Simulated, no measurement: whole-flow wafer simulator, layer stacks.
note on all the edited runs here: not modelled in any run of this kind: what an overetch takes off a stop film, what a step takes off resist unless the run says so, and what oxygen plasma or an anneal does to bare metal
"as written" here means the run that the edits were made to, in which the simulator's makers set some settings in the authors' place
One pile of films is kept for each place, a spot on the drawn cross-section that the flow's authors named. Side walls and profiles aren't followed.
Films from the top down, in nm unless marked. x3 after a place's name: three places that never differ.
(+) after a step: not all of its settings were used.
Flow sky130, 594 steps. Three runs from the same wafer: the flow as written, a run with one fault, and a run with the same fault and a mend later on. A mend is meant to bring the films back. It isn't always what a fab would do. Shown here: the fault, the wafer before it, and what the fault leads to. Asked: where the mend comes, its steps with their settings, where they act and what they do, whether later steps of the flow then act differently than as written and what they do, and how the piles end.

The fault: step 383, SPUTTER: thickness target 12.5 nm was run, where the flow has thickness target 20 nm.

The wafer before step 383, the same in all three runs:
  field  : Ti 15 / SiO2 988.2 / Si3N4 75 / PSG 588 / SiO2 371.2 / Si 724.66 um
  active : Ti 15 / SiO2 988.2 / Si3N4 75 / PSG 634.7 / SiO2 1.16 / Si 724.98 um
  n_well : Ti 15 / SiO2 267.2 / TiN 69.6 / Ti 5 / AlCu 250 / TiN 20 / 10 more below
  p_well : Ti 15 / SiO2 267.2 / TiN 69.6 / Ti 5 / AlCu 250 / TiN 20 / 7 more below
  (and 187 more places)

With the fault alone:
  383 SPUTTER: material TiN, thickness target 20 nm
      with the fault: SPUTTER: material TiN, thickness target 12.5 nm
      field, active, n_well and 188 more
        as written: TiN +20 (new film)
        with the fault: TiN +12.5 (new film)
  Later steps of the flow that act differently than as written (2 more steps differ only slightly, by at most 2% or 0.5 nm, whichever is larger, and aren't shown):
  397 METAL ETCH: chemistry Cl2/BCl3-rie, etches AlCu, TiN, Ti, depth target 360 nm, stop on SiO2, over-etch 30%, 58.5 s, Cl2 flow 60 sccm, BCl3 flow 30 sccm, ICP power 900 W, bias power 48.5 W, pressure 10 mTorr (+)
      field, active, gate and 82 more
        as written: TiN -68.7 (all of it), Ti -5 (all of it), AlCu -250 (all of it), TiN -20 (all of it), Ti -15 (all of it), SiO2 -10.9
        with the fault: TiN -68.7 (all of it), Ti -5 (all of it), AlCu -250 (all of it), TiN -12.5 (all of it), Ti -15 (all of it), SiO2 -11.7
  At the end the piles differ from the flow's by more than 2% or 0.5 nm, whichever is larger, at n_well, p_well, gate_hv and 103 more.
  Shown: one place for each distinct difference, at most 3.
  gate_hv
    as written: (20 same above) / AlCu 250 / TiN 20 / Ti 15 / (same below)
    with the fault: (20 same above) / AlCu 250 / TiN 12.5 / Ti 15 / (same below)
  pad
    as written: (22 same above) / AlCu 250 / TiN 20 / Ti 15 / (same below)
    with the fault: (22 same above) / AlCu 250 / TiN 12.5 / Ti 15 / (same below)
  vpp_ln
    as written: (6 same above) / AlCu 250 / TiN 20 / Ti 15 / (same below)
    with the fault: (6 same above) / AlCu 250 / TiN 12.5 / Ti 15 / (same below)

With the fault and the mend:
  The mend comes after step 383.
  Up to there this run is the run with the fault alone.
  383a SPUTTER: material TiN, thickness target 7.5 nm (the flow's step 383 once more, with other settings)
      field, active, n_well and 188 more
        TiN +7.5
  No later step of the flow acts differently than as written at any place that is followed.
  At the end the piles are the same as the flow's at every place that both follow.
